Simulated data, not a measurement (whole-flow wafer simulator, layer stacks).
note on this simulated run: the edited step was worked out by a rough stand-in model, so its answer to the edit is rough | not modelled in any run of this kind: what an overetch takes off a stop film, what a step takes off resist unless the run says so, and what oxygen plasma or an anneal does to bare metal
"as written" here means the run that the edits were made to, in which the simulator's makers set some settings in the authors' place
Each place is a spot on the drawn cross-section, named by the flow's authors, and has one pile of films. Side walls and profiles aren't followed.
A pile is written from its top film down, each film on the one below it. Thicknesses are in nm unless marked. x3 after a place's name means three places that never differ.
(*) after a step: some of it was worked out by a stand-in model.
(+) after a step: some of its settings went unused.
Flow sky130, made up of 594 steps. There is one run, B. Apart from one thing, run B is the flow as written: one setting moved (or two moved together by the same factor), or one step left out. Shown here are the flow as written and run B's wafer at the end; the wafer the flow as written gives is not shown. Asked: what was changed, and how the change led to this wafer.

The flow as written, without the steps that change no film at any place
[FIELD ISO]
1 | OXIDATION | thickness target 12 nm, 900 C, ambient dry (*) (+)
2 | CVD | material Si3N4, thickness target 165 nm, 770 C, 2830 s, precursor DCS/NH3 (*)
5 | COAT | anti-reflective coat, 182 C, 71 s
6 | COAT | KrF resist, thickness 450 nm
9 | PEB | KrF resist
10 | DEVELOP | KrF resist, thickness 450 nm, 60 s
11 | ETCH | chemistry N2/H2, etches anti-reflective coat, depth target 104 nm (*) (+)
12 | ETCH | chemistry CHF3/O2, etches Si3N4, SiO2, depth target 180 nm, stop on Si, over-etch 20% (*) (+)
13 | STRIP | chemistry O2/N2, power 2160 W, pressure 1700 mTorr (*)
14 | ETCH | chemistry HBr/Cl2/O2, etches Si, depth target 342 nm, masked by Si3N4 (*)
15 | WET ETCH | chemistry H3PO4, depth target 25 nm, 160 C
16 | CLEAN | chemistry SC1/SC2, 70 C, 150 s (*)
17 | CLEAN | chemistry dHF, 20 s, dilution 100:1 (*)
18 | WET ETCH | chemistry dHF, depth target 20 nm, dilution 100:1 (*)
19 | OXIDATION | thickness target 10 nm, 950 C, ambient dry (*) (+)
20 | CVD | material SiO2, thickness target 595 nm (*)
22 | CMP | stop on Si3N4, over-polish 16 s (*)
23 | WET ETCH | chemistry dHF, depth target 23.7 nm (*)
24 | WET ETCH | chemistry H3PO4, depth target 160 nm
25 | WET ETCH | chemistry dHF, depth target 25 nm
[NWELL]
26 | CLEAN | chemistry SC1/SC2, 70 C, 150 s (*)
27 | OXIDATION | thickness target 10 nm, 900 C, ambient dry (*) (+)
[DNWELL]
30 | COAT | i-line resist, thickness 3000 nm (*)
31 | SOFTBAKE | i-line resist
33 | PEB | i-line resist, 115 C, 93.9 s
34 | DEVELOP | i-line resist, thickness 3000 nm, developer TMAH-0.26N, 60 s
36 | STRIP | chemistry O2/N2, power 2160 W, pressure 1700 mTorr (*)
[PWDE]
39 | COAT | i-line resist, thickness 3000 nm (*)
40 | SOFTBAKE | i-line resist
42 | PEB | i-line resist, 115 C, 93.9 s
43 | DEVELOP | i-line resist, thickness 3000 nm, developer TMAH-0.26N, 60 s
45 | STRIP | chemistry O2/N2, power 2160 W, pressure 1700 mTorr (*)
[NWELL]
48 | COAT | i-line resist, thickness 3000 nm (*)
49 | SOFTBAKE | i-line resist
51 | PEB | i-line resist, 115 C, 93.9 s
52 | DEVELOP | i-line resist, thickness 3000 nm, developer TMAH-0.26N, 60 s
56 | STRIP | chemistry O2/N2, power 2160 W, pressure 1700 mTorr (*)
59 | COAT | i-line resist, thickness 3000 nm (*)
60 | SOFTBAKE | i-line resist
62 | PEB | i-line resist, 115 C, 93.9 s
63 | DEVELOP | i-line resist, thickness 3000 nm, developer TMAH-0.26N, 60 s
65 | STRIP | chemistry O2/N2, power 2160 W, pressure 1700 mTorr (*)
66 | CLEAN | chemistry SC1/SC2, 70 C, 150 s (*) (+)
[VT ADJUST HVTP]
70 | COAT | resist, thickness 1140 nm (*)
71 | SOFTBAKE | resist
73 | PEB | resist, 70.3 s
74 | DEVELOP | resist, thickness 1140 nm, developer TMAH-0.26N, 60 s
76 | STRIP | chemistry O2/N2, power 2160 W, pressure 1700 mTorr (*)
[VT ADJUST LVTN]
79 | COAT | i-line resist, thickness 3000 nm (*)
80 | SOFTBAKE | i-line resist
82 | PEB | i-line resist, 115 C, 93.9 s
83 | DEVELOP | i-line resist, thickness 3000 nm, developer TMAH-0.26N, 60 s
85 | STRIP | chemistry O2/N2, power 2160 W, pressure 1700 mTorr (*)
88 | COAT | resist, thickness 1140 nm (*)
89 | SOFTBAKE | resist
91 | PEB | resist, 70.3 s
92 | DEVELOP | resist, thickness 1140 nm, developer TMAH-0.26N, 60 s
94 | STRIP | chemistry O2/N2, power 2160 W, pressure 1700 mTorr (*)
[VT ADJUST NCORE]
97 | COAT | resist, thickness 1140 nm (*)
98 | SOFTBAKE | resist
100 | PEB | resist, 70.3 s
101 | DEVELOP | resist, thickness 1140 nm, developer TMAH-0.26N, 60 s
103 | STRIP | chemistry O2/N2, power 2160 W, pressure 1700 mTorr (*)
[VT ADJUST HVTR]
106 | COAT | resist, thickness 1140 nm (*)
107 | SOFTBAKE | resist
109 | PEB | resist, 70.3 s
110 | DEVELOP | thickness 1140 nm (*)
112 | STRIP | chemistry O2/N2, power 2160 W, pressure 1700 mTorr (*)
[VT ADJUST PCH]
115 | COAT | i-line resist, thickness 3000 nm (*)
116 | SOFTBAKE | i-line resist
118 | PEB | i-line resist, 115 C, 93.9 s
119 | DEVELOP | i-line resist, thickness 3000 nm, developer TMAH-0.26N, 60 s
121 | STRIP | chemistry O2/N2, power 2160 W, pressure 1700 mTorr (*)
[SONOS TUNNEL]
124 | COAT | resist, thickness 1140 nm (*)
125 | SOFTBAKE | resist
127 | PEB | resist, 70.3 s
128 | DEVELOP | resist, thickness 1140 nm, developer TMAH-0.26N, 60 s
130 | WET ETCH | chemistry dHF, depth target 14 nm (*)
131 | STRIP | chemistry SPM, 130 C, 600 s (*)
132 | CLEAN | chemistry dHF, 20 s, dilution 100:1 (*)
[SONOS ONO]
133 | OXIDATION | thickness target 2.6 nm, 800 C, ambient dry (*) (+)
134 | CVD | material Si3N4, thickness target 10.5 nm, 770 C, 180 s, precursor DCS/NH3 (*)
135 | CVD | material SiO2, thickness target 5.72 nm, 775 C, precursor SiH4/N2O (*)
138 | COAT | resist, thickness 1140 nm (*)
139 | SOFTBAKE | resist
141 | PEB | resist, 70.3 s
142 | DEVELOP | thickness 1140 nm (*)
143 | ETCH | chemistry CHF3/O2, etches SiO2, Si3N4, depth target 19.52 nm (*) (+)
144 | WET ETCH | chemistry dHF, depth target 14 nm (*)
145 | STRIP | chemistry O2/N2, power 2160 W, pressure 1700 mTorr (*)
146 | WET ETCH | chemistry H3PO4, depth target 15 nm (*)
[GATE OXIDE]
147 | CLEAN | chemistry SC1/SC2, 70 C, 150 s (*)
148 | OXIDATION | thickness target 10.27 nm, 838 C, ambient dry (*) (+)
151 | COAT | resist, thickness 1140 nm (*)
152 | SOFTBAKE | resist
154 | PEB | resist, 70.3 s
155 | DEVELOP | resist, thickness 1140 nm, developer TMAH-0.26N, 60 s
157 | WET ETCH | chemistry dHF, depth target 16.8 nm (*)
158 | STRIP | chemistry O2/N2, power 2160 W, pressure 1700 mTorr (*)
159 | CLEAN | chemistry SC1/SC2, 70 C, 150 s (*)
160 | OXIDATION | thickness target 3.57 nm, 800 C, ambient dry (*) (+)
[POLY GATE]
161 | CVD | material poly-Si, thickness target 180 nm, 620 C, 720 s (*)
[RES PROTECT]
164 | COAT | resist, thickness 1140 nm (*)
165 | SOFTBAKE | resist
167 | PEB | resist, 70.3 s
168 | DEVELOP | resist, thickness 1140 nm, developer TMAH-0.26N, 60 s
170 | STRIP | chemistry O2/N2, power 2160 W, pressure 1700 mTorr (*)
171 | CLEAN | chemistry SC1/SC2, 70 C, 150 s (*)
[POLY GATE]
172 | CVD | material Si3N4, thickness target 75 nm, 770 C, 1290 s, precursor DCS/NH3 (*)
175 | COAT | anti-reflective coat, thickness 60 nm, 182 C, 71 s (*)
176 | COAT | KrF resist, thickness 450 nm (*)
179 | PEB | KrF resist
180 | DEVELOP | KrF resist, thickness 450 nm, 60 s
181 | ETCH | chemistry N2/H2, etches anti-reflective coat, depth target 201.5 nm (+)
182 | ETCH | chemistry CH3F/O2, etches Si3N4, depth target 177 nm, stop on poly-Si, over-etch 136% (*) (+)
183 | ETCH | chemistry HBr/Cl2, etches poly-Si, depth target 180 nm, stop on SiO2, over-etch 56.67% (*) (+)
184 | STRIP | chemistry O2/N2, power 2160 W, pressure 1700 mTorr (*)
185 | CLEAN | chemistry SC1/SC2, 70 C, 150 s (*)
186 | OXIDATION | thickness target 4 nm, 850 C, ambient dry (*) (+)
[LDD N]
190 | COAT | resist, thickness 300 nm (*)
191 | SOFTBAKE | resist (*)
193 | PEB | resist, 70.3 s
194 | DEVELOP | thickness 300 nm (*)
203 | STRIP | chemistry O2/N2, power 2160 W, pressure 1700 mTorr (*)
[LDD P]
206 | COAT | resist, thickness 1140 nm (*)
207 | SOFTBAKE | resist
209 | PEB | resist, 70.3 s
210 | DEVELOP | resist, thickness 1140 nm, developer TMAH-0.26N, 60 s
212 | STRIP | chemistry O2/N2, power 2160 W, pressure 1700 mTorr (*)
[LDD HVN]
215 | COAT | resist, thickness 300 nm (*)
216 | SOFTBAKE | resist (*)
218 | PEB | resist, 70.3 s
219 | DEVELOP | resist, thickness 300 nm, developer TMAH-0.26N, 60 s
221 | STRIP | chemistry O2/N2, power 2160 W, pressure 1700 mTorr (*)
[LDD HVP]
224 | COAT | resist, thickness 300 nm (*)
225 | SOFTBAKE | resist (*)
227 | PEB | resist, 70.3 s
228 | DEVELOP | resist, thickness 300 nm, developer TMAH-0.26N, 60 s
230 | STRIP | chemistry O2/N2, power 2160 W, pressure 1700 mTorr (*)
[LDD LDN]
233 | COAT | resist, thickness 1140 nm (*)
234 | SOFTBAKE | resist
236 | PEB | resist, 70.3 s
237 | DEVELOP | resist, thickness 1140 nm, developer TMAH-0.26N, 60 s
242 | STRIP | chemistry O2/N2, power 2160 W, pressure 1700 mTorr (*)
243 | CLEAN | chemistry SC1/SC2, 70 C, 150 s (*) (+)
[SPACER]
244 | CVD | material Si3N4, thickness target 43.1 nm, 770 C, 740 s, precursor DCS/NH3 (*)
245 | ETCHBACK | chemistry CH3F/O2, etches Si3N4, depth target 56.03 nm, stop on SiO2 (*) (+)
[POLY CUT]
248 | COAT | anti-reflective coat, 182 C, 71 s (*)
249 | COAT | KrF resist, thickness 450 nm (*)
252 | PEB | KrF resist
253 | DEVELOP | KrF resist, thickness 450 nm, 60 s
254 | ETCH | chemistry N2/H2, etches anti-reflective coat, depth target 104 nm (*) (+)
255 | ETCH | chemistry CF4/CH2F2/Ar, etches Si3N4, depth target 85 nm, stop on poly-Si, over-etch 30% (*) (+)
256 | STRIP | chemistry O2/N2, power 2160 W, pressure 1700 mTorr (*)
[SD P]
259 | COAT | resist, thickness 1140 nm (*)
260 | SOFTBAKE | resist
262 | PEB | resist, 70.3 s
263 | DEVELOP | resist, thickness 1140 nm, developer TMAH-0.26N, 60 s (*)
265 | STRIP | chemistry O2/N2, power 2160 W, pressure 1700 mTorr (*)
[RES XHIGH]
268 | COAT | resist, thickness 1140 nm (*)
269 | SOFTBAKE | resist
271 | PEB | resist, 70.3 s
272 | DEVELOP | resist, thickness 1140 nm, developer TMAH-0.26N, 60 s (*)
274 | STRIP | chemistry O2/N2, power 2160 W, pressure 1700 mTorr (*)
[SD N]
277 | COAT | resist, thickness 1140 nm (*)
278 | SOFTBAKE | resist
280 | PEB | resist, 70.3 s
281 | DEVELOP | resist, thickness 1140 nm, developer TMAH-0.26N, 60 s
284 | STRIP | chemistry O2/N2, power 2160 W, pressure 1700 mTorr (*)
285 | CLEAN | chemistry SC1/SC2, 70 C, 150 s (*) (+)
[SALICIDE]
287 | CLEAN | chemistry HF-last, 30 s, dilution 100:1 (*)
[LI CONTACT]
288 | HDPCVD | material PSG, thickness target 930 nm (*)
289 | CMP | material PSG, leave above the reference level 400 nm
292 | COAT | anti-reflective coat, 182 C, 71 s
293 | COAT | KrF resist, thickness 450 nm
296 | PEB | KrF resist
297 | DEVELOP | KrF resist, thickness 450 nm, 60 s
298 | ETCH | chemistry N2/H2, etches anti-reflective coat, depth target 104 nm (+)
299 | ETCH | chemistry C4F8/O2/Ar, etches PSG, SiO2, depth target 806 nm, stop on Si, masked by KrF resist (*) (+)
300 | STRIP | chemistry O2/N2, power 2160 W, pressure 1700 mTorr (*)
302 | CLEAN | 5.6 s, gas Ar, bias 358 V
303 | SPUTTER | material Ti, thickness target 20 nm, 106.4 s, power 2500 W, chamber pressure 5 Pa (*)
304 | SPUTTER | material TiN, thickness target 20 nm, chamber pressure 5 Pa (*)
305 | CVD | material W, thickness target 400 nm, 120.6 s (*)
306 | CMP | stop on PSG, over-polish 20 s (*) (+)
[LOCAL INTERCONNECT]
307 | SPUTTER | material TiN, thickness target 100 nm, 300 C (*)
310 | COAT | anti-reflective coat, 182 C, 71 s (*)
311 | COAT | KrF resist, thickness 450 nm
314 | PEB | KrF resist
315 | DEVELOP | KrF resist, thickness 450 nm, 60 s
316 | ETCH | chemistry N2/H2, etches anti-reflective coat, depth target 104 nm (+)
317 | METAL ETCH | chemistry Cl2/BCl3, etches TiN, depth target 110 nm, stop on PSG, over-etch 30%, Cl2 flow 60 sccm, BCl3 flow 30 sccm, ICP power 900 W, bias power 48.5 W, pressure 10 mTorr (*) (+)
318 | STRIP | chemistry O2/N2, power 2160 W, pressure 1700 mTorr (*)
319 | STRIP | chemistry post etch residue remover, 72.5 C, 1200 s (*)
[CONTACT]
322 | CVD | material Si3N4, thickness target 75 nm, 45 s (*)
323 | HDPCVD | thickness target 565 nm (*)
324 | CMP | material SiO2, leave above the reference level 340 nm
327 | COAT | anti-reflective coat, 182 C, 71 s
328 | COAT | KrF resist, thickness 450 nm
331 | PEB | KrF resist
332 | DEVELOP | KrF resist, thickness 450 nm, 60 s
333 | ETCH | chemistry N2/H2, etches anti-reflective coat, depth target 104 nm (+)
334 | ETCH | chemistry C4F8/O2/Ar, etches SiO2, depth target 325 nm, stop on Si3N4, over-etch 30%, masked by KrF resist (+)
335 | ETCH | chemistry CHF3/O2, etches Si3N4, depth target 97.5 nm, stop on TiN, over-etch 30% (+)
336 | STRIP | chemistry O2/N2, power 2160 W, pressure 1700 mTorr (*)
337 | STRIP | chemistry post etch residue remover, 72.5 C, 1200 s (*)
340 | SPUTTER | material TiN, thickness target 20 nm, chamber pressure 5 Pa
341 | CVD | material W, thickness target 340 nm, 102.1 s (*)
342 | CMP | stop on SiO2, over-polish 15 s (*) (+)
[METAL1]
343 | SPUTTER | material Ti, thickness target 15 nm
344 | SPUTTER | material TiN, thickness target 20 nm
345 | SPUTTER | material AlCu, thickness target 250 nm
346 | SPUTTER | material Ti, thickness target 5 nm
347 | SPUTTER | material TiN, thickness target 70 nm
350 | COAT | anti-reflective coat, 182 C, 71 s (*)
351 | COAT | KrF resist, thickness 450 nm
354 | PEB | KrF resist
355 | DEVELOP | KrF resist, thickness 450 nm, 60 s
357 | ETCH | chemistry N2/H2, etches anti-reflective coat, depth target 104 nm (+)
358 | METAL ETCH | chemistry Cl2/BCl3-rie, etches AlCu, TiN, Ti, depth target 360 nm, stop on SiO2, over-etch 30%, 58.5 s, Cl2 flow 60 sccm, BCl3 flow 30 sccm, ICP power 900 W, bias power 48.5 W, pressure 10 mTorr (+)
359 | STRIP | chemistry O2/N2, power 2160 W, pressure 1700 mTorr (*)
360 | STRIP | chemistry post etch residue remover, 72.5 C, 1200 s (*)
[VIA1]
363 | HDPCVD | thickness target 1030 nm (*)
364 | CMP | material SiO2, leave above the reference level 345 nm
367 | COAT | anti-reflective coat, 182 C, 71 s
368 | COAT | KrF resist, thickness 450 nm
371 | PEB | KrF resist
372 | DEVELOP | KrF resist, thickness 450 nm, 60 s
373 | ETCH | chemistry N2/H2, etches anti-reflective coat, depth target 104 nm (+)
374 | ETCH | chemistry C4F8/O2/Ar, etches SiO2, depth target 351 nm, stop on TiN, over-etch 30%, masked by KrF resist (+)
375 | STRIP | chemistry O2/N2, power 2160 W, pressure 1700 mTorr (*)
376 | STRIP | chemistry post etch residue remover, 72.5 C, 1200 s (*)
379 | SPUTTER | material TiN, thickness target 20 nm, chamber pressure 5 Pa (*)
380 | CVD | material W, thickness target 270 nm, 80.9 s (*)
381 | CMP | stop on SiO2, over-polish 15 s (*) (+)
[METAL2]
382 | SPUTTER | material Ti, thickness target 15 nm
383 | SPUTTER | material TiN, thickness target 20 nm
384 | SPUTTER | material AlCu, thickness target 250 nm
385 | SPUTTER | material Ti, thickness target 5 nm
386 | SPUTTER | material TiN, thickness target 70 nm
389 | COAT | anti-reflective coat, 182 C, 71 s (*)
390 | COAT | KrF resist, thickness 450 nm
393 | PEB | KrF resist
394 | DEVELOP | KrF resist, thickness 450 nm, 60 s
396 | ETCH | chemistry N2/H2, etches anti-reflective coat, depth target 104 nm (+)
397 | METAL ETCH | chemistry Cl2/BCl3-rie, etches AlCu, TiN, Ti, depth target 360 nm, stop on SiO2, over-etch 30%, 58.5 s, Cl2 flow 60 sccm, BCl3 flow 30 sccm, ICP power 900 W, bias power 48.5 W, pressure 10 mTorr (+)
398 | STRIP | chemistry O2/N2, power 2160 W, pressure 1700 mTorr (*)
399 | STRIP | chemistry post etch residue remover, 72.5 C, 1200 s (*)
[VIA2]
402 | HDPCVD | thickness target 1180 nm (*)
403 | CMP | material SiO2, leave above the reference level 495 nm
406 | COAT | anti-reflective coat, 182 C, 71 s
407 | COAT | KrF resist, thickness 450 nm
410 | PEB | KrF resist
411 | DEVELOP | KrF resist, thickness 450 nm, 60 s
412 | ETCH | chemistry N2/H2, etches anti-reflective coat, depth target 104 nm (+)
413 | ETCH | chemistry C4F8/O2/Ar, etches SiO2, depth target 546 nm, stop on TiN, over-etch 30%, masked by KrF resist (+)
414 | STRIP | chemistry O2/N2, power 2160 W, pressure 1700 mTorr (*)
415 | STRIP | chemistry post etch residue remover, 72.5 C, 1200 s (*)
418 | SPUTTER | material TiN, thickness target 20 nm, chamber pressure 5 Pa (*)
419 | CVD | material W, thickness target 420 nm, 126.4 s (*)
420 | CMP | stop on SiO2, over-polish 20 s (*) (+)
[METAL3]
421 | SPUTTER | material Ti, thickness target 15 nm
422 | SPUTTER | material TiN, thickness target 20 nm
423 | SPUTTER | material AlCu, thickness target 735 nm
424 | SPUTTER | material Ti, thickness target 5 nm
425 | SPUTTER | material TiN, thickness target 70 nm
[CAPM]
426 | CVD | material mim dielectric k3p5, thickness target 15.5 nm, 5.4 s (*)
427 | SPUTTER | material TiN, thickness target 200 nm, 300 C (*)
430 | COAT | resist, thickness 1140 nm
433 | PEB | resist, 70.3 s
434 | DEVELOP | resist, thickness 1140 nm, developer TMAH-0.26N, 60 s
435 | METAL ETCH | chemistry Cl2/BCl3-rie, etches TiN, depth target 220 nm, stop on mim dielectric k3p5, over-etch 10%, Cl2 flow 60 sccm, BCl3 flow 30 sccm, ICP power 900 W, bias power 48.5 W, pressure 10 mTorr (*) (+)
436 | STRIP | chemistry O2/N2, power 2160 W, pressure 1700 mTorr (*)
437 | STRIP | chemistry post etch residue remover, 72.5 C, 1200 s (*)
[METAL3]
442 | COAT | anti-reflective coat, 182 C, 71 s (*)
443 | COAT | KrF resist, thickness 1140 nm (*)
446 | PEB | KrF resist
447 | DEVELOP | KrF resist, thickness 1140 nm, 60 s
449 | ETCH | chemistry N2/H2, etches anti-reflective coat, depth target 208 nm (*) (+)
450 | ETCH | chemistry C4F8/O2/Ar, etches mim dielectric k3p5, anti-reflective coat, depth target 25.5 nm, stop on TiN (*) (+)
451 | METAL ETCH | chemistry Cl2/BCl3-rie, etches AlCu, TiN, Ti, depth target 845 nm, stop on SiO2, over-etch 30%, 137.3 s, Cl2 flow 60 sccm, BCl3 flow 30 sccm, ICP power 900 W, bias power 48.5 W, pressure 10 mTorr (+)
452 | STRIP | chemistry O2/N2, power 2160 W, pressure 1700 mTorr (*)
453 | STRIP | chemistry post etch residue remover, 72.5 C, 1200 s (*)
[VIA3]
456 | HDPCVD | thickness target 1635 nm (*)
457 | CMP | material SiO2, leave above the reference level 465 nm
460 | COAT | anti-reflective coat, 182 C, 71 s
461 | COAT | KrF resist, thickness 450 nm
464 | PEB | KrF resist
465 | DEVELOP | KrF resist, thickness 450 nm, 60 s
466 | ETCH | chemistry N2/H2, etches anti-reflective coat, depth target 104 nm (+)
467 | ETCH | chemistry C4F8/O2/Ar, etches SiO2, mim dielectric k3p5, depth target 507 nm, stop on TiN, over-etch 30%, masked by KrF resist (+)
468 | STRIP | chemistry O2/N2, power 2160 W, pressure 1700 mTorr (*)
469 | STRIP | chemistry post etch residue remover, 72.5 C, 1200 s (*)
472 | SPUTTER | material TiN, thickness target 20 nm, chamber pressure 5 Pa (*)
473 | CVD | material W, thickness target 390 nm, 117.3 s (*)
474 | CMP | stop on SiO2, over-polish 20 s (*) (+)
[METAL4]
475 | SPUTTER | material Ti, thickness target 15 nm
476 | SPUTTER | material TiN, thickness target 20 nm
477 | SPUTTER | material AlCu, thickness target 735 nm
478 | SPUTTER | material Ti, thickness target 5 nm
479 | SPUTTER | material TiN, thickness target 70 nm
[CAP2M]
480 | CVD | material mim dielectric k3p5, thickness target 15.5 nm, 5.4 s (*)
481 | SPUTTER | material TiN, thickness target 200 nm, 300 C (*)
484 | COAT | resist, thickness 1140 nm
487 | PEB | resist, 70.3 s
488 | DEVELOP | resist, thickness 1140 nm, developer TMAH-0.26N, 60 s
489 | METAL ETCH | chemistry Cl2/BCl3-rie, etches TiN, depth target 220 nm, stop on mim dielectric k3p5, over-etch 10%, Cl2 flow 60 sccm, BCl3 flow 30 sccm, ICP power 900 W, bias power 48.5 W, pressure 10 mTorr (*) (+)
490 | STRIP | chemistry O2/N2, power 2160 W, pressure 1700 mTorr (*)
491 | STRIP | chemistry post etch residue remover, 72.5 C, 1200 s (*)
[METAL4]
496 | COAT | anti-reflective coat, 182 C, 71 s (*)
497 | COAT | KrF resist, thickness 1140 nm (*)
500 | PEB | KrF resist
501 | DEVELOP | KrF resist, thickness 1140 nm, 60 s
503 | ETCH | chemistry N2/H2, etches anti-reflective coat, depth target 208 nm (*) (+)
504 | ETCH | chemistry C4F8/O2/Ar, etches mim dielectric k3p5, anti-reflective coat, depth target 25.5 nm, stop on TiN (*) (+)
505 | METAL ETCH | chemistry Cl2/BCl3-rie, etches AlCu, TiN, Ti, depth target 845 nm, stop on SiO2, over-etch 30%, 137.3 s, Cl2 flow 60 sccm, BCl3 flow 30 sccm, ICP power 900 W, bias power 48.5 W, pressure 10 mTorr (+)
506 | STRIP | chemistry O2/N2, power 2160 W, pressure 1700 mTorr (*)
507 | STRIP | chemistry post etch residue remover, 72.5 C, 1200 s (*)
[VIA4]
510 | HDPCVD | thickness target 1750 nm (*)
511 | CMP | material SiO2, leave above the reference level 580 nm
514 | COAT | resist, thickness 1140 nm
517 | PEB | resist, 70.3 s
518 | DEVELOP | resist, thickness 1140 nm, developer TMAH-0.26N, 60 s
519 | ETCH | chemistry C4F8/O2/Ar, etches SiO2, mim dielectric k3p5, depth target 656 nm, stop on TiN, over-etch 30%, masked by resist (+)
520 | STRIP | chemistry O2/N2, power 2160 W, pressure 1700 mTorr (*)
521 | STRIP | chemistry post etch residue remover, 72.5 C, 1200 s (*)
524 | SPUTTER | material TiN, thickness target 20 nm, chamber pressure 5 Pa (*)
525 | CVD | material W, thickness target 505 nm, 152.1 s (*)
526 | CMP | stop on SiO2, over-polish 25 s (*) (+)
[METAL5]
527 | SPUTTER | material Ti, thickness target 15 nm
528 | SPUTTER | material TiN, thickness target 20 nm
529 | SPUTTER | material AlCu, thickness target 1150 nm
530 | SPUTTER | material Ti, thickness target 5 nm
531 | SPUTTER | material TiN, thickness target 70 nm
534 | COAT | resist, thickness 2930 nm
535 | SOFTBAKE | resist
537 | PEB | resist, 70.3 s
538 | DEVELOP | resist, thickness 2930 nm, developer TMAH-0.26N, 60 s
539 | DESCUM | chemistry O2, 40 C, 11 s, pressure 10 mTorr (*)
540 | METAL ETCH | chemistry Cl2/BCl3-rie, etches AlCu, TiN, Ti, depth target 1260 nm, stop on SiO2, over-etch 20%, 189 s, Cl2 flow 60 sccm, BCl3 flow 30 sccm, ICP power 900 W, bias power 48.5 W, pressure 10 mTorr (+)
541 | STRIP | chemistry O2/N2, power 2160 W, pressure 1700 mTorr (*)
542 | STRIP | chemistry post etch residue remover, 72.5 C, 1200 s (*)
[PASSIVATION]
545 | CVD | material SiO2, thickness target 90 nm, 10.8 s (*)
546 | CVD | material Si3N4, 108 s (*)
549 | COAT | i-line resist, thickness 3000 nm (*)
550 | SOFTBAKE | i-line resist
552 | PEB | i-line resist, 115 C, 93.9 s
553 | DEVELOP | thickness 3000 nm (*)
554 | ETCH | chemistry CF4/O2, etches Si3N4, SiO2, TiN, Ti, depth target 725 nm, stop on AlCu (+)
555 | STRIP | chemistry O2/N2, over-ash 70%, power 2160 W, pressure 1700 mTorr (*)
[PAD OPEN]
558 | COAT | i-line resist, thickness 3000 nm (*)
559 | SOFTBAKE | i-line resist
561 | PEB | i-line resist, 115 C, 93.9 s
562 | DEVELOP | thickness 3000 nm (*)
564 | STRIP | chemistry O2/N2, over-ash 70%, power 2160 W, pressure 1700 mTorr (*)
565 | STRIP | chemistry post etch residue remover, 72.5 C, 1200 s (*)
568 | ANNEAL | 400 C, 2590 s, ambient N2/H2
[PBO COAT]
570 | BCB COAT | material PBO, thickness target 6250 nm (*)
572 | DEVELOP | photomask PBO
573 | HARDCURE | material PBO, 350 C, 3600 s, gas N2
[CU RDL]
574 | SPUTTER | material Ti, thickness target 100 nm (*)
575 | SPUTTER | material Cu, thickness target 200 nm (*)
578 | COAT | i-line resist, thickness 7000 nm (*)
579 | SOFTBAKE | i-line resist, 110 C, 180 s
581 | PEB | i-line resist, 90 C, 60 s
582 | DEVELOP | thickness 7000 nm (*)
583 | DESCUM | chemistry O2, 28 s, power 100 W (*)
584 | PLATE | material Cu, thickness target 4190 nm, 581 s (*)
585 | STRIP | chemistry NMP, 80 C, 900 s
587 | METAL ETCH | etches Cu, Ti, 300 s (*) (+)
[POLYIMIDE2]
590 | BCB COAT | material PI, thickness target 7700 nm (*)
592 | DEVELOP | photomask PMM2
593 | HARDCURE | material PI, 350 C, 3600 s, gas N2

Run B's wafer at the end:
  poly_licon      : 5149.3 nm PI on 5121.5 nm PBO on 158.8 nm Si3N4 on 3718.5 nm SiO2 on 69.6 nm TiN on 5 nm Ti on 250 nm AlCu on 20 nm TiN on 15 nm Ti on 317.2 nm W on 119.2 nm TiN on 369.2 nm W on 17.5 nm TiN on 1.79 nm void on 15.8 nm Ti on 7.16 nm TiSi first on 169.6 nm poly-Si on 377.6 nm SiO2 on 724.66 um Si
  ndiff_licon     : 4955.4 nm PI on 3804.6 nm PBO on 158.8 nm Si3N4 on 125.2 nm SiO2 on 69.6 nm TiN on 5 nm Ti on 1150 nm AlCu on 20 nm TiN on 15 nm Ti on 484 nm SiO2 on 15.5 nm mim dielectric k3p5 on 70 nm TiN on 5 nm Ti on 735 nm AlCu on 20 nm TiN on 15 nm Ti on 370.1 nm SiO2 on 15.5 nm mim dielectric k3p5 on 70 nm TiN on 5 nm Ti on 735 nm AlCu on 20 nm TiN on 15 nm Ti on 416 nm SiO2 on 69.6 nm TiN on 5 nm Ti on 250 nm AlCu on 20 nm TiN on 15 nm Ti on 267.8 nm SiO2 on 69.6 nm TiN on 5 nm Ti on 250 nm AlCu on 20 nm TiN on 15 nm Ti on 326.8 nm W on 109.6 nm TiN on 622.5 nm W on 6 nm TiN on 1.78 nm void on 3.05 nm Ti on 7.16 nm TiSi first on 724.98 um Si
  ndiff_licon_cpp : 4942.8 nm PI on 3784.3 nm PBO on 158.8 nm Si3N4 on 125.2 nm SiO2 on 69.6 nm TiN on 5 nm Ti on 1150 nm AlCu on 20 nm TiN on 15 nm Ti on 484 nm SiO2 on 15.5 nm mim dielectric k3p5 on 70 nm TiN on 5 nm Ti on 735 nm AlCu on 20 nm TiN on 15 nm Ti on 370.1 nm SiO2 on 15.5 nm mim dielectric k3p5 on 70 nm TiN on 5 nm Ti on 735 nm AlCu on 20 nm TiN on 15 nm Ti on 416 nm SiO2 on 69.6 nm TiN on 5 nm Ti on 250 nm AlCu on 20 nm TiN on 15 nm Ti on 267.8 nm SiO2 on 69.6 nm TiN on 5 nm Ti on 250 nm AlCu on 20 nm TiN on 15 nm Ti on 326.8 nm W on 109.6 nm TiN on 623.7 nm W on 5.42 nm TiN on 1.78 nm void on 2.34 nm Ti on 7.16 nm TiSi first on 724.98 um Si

The reason: step 304, SPUTTER: thickness target 17.5 nm was run, while the flow as written has thickness target 20 nm.
The wafer itself shows it: poly_licon has TiN 17.5, and step 304 as written asks for 20 nm.

Step by step, how the change led to this:
  304 | SPUTTER | material TiN, thickness target 20 nm, chamber pressure 5 Pa (*)
      field, active, n_well and 185 more: TiN gains 17.5 (new film) (as written it would have been: TiN gains 20 (new film))
      ndiff_licon: TiN gains 6 (new film) (as written it would have been: TiN gains 6.83 (new film))
      (and at 2 other places as well)
  306 | CMP | stop on PSG, over-polish 20 s (*) (+)
      field, active, n_well and 184 more: W loses 400 (all of it), TiN loses 17.5 (all of it), Ti loses 20 (all of it), PSG loses 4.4 (as written it would have been: W loses 400 (all of it), TiN loses 20 (all of it), Ti loses 20 (all of it), PSG loses 4.4)
      poly_licon: W loses 30.8 (as written it would have been: W loses 33.3)
